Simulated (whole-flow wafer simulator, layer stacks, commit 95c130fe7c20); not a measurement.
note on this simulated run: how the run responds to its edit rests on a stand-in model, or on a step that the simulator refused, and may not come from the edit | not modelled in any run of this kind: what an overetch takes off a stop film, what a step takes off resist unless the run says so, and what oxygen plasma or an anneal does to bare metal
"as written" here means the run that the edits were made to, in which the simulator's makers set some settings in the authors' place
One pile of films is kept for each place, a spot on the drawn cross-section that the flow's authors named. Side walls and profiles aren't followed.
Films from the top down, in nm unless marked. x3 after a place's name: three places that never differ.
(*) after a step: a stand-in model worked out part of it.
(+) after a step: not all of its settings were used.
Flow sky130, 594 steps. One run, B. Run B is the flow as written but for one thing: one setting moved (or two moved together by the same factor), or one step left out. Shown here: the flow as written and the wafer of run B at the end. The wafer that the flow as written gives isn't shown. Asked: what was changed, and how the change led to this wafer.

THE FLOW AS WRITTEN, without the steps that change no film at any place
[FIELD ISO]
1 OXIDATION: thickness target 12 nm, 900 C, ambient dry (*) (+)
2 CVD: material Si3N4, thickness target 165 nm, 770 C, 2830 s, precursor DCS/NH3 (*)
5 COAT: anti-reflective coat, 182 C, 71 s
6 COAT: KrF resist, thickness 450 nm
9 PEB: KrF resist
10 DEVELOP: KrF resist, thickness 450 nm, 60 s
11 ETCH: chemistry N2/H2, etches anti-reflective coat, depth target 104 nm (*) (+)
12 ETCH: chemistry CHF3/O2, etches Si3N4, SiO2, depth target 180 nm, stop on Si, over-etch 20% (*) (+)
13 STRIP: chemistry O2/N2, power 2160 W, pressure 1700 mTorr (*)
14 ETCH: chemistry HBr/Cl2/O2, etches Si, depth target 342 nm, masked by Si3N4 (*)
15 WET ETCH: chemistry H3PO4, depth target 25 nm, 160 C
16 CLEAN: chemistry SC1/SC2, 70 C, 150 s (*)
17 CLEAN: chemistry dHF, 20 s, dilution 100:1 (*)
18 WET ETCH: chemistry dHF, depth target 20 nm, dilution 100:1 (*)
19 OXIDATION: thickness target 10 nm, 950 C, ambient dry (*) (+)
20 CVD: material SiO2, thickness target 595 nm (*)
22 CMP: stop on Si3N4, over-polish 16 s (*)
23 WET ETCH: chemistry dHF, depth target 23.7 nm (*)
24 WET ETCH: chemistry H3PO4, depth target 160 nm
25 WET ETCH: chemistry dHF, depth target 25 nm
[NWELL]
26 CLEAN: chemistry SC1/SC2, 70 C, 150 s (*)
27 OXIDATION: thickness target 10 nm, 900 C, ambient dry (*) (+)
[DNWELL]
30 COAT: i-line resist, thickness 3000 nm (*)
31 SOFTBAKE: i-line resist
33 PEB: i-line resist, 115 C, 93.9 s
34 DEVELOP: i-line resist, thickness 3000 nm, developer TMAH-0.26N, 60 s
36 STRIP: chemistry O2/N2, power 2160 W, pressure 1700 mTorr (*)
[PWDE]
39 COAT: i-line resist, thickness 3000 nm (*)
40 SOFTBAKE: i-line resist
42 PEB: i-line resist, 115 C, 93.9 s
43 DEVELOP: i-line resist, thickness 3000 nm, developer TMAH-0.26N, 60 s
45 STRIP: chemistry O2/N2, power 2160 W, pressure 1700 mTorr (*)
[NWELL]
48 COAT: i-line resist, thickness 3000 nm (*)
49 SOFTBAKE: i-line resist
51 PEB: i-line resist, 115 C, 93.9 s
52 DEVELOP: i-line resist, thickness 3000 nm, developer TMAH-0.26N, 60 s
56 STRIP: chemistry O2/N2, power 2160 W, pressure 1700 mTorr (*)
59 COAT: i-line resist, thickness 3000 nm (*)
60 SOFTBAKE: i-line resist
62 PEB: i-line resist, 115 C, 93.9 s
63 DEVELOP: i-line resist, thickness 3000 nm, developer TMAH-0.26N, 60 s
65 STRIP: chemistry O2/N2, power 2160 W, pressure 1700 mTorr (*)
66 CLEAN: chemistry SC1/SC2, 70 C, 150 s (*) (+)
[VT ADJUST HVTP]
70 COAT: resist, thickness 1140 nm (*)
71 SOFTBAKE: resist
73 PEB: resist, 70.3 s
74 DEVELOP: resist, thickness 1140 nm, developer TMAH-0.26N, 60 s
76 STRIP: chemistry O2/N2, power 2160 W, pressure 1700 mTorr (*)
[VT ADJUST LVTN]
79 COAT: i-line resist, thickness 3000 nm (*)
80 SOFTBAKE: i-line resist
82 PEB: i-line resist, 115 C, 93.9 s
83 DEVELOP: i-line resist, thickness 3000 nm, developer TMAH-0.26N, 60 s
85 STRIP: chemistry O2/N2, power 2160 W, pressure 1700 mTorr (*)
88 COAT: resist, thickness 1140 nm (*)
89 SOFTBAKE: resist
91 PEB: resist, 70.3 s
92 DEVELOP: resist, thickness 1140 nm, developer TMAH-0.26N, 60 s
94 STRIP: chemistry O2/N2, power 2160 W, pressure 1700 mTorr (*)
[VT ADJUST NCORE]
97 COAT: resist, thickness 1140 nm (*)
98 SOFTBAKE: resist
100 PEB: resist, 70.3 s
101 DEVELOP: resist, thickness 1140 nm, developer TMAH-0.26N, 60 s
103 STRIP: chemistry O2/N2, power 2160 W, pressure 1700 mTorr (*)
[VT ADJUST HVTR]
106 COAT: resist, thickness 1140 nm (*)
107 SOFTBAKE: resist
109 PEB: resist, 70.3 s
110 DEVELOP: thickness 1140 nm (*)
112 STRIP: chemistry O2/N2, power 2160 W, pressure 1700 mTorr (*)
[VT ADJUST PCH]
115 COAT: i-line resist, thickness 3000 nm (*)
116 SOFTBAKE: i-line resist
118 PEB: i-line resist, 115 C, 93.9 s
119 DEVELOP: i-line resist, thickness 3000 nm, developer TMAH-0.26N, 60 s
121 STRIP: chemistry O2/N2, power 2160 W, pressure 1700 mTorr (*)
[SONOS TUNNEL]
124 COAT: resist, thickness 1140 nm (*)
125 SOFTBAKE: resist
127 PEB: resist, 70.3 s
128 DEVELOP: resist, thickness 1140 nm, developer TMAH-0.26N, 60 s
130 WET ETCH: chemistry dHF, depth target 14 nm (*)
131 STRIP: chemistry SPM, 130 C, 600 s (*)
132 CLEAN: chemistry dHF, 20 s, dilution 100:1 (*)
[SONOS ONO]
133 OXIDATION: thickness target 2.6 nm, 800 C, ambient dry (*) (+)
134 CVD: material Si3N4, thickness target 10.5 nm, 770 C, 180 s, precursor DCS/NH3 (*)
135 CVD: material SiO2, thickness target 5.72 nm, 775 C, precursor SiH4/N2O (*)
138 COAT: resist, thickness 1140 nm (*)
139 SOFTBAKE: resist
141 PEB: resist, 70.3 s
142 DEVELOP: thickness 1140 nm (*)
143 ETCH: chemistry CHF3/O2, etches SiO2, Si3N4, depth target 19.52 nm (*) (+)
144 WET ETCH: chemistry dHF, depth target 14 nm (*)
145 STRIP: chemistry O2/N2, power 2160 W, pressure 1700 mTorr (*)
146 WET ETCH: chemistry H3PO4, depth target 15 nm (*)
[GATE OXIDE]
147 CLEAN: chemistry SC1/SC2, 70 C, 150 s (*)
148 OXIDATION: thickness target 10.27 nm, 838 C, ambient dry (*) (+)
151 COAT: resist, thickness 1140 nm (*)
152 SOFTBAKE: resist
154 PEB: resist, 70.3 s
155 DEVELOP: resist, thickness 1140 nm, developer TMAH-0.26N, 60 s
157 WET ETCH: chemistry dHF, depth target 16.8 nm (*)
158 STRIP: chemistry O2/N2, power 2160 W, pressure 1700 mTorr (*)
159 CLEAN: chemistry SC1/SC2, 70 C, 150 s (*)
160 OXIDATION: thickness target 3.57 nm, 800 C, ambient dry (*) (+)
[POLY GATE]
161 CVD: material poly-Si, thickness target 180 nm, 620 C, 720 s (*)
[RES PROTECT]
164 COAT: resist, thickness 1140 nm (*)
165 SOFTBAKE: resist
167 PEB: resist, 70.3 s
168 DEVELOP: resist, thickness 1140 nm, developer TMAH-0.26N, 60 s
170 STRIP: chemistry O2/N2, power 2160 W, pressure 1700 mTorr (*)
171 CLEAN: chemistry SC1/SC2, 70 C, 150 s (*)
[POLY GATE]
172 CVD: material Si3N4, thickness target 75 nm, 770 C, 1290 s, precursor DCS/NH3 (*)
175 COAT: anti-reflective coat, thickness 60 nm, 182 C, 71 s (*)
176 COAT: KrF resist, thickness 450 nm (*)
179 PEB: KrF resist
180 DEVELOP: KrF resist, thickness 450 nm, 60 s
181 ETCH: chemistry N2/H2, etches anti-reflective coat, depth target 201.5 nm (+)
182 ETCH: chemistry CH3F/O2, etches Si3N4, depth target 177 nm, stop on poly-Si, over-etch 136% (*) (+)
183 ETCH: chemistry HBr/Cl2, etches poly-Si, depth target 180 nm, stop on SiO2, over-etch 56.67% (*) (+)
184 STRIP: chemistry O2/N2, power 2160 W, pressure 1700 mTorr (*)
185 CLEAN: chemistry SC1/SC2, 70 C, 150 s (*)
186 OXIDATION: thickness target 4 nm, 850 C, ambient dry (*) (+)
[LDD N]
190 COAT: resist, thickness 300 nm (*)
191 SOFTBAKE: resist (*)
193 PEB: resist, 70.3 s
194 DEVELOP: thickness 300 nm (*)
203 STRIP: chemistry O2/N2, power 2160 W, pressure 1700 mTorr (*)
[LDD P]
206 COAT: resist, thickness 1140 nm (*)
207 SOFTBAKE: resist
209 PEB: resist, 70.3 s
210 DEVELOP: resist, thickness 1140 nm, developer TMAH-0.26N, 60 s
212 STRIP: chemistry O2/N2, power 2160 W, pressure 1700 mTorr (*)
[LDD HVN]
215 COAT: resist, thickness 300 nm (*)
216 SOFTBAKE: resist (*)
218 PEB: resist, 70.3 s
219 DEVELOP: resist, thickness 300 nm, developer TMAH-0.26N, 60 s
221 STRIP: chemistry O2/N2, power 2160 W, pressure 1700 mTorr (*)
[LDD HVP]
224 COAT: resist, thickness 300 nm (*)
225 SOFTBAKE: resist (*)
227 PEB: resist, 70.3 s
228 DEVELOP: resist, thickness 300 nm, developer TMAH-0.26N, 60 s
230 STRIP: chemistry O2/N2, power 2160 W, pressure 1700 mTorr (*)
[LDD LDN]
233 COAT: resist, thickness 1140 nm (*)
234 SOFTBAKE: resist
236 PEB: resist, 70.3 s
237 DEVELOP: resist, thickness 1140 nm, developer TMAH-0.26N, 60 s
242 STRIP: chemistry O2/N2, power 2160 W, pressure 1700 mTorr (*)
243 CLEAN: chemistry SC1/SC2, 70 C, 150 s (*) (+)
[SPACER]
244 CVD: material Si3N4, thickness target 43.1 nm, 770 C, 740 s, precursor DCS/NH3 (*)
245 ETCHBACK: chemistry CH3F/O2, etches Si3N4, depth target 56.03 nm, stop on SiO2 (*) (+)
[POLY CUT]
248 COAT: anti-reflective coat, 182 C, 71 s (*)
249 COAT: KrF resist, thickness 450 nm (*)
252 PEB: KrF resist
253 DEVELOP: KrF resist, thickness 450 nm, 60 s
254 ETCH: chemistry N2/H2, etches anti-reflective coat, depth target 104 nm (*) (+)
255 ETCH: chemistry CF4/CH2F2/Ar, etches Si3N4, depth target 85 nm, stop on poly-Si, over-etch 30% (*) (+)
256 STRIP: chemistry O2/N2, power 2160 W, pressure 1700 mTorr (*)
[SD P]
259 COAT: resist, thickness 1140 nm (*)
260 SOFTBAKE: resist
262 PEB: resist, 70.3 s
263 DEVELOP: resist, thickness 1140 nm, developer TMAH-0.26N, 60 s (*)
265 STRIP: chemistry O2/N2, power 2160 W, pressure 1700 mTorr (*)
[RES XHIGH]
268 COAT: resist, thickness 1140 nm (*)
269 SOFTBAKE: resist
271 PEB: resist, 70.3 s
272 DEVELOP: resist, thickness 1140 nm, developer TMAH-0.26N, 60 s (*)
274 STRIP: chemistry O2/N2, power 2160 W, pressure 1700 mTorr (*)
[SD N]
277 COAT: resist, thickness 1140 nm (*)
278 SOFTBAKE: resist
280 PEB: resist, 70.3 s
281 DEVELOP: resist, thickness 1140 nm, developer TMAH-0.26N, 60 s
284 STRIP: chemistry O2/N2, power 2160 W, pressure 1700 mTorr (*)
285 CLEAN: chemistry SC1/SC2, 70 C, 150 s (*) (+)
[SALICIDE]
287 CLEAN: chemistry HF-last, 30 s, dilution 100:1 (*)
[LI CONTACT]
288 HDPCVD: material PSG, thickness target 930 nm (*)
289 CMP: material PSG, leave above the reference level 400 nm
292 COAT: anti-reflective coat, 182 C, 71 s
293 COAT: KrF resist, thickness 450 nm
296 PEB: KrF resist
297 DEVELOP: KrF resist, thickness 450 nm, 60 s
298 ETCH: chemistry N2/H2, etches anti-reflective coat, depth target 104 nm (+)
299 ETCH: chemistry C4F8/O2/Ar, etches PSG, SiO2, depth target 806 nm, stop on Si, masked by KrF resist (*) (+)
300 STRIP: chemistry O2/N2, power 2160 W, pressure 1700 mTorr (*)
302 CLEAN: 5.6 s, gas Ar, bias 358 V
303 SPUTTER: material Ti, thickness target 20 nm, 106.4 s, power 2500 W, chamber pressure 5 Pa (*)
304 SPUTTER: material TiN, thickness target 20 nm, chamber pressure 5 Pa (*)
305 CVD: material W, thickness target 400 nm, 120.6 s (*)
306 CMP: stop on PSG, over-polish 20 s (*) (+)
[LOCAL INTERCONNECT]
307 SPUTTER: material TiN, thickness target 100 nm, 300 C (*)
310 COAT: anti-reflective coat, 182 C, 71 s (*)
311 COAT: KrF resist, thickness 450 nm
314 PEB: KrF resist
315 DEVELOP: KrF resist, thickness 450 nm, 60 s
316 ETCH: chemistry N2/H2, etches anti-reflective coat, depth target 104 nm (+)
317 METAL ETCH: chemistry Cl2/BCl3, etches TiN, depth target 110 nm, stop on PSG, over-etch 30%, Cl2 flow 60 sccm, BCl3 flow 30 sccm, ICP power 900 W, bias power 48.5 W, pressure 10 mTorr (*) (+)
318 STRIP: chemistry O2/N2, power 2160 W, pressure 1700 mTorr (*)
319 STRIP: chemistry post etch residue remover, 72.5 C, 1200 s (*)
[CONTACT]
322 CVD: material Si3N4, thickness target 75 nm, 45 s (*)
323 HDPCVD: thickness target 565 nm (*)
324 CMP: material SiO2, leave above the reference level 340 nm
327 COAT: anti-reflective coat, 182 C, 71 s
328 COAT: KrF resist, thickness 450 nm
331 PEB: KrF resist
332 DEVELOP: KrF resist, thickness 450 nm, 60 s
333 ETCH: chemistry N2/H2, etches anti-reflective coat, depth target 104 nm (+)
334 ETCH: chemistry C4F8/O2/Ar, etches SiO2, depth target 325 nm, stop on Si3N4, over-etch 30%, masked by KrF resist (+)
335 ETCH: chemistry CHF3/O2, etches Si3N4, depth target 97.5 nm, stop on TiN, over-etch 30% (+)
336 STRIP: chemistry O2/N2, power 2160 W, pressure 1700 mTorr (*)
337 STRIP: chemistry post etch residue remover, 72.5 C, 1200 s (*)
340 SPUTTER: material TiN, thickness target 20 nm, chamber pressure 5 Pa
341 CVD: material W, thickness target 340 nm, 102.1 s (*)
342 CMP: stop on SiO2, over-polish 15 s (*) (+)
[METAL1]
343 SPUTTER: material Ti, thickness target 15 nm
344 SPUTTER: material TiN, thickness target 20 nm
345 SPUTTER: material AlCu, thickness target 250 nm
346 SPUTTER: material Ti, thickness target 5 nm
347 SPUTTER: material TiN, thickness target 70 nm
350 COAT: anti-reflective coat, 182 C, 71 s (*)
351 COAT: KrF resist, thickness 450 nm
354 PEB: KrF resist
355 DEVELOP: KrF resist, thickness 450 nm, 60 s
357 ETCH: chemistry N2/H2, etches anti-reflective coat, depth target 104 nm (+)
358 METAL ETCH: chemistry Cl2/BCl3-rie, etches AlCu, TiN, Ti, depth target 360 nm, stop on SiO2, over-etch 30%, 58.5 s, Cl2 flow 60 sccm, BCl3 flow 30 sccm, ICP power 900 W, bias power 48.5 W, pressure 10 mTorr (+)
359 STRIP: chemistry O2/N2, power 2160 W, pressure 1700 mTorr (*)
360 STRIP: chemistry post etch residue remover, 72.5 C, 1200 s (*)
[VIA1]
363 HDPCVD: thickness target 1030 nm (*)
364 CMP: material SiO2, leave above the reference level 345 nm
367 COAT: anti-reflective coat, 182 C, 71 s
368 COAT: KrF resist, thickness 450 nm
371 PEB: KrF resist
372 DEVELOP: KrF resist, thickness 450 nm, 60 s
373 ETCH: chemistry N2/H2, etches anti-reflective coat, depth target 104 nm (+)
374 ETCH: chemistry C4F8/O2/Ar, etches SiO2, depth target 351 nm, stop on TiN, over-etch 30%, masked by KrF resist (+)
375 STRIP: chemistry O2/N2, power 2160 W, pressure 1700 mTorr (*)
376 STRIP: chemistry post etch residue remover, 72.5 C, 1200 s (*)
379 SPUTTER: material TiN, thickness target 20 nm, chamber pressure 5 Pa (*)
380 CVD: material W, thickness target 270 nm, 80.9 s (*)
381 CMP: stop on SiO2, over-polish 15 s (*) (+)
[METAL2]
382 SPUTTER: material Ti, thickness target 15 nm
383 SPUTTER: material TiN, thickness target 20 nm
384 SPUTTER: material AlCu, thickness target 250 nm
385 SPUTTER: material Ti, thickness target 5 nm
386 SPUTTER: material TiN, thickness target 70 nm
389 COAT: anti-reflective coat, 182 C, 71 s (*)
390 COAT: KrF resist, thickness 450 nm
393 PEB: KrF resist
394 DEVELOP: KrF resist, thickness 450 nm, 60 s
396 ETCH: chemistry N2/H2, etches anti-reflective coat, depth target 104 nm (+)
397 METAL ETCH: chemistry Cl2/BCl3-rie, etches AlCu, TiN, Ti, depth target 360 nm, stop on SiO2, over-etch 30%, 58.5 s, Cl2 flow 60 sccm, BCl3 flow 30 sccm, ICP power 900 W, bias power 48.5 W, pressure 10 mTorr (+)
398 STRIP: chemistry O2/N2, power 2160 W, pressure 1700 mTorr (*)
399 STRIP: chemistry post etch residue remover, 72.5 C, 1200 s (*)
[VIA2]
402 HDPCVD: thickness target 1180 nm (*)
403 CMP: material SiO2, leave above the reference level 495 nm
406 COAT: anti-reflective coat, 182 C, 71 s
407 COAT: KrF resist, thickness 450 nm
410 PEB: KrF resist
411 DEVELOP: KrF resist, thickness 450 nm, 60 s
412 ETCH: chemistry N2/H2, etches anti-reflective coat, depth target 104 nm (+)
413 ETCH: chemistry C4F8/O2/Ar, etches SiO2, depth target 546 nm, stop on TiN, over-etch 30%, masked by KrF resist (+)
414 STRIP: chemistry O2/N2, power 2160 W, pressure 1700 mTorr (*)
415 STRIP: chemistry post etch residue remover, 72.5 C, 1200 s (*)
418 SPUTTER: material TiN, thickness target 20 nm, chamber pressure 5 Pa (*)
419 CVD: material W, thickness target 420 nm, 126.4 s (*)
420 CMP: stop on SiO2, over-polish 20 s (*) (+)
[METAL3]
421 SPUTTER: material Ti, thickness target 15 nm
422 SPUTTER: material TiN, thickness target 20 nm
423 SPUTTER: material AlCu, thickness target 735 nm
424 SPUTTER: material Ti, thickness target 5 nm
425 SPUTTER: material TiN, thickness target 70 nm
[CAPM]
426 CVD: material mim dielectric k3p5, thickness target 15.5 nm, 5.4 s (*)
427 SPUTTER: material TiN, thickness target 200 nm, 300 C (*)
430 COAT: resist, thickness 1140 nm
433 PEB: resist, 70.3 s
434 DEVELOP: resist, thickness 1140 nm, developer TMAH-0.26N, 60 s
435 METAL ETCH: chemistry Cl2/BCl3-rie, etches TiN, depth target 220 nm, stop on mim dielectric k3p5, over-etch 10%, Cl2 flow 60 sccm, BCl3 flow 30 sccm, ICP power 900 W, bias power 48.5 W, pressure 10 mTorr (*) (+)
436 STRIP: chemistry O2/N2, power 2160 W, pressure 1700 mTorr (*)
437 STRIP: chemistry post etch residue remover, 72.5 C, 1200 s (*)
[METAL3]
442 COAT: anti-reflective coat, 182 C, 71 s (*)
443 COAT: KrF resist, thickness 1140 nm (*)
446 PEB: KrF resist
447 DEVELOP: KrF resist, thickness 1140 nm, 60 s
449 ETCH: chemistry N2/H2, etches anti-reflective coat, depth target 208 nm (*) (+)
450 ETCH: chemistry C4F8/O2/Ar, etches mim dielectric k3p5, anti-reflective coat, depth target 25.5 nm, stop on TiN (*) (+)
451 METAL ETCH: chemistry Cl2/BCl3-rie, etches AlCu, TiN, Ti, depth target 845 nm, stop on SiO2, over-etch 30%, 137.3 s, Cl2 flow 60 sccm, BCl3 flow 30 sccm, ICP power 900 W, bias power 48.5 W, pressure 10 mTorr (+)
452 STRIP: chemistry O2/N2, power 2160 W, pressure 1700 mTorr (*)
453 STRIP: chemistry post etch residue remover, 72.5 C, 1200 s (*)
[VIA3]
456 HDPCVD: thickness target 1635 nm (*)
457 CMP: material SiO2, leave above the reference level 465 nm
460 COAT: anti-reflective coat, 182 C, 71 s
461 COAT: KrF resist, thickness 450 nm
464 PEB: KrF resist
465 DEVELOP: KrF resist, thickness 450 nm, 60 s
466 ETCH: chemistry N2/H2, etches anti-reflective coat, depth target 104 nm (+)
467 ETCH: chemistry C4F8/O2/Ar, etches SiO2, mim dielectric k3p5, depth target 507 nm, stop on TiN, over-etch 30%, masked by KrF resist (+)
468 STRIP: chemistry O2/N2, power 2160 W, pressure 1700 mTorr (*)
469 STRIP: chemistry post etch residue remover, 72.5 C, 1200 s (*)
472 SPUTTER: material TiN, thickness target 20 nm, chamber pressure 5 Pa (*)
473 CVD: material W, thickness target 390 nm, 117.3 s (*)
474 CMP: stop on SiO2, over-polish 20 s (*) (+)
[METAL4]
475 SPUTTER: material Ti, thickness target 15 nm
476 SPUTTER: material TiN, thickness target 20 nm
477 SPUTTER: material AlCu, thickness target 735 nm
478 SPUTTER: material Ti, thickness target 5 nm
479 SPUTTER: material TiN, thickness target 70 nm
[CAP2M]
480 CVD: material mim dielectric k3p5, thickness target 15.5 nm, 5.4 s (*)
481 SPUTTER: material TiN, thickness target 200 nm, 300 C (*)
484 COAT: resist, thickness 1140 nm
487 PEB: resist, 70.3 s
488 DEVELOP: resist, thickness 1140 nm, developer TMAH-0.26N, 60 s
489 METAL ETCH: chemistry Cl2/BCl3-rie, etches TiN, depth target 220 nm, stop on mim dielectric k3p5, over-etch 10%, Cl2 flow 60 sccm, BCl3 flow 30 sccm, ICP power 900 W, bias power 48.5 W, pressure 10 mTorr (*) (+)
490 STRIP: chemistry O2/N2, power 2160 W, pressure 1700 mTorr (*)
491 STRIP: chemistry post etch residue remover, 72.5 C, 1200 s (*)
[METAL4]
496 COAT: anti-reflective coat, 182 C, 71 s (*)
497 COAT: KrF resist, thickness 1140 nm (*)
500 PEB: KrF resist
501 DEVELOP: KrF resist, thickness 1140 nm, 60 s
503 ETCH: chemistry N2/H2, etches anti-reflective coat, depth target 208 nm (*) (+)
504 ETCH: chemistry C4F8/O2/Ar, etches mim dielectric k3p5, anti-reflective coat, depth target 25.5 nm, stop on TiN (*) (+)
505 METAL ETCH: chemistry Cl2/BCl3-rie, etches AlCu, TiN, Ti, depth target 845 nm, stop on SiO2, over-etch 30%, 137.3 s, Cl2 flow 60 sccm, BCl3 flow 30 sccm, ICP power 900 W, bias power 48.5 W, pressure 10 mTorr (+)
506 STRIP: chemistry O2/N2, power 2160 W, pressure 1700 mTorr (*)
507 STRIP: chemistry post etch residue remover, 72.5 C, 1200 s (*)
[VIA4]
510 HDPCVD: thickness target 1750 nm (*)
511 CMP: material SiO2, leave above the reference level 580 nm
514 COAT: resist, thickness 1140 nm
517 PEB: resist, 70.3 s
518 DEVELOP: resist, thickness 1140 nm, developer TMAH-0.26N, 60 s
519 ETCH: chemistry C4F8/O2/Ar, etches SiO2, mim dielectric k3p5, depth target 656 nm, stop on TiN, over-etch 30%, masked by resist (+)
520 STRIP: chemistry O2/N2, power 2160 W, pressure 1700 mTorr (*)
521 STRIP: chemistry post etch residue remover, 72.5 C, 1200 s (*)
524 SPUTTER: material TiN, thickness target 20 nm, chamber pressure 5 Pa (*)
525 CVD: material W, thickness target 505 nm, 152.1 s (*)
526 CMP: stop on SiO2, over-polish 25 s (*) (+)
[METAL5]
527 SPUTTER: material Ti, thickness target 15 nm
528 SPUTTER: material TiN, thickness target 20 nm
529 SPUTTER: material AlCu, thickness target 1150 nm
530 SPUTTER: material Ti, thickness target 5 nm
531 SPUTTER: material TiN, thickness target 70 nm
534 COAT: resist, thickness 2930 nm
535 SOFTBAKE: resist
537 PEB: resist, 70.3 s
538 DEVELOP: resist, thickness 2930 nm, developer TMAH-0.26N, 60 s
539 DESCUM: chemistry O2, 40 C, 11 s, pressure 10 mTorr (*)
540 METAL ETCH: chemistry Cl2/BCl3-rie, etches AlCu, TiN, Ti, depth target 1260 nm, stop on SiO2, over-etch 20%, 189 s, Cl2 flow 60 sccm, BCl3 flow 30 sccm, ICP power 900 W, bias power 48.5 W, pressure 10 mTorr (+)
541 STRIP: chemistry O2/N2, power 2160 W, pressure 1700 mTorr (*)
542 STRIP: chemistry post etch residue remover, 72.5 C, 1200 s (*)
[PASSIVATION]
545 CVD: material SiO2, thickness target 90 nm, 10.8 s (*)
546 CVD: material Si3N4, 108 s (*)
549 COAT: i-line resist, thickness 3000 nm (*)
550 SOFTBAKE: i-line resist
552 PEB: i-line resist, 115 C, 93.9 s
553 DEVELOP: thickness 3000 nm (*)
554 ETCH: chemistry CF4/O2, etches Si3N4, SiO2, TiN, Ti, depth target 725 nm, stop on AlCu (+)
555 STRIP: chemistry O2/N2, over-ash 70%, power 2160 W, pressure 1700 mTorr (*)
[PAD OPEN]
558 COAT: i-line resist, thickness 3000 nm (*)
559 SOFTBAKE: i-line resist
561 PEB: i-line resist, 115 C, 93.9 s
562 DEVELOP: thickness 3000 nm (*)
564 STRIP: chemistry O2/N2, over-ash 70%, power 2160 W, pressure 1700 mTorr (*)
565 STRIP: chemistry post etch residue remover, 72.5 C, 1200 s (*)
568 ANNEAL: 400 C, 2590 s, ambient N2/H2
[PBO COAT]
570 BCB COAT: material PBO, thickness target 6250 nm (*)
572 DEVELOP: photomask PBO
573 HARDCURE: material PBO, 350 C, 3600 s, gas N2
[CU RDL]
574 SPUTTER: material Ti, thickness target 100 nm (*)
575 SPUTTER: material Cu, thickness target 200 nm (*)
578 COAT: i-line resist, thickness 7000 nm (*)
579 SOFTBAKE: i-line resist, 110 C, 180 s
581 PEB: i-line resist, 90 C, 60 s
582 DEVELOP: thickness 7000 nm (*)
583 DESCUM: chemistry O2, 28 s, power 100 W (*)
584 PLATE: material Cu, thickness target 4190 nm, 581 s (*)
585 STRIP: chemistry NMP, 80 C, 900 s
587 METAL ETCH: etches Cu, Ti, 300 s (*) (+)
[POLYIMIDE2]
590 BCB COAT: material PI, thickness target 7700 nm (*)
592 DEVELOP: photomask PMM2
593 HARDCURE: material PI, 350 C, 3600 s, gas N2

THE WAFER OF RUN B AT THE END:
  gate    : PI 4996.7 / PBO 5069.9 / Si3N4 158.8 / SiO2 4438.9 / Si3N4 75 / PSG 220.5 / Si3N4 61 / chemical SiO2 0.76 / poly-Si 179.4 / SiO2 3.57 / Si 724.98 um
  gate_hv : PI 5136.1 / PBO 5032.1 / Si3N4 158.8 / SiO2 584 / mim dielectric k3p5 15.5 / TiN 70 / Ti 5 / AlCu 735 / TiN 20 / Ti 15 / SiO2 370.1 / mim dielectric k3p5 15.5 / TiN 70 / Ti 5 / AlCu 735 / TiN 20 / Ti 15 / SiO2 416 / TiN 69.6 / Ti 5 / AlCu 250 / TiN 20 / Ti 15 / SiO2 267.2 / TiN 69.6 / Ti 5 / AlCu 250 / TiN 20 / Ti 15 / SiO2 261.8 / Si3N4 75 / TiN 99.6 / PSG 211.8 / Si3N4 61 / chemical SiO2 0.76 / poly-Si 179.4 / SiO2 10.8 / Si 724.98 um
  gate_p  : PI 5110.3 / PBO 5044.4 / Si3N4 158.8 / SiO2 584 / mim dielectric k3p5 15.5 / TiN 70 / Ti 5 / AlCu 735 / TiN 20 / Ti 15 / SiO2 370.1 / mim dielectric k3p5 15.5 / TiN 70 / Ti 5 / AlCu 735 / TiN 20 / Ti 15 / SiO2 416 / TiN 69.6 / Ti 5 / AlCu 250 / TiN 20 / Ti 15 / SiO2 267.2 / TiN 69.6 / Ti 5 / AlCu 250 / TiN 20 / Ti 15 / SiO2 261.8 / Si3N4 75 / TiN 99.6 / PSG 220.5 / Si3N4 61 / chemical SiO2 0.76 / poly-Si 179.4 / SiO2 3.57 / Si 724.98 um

The cause: step 289, CMP: leave above the reference level 230 nm was run, where the flow has leave above the reference level 400 nm.

How the change led to this, step by step:
  289 CMP: material PSG, leave above the reference level 400 nm
      gate, spacer, gate_p and 34 more: PSG -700 (as written it would be: PSG -530)
      mim, vpp_sp, vpp_ln and 30 more: PSG -503.9 (as written it would be: PSG -333.9)
      (and at 122 more places)
  299 ETCH: chemistry C4F8/O2/Ar, etches PSG, SiO2, depth target 806 nm, stop on Si, masked by KrF resist (*) (+)
      field, active, n_well and 184 more: KrF resist -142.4 (as written it would be: KrF resist -161.2)
      contact, ndiff_licon, ndiff_licon_cpp: PSG -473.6 (all of it), SiO2 -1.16 (all of it) (as written it would be: PSG -643.6 (all of it), SiO2 -1.16 (all of it))
      (and at 2 more places)
  300 STRIP: chemistry O2/N2, power 2160 W, pressure 1700 mTorr (*)
      field, active, n_well and 184 more: KrF resist -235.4 (all of it), anti-reflective coat -80 (all of it) (as written it would be: KrF resist -216.6 (all of it), anti-reflective coat -80 (all of it))
  303 SPUTTER: material Ti, thickness target 20 nm, 106.4 s, power 2500 W, chamber pressure 5 Pa (*)
      ndiff_licon: Ti +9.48 (new film) (as written it would be: Ti +7.24 (new film))
      ndiff_licon_cpp: Ti +8.52 (new film) (as written it would be: Ti +6.53 (new film))
      (and at 1 more place)
  304 SPUTTER: material TiN, thickness target 20 nm, chamber pressure 5 Pa (*)
      ndiff_licon: TiN +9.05 (new film) (as written it would be: TiN +6.83 (new film))
      ndiff_licon_cpp: TiN +8.16 (new film) (as written it would be: TiN +6.17 (new film))
      (and at 1 more place)
  305 CVD: material W, thickness target 400 nm, 120.6 s (*)
      ndiff_licon: W +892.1 (new film) (as written it would be: W +1066.5 (new film))
      ndiff_licon_cpp: W +893.9 (new film) (as written it would be: W +1067.9 (new film))
      (and at 1 more place)
  306 CMP: stop on PSG, over-polish 20 s (*) (+)
      poly_licon: W -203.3 (as written it would be: W -33.3)
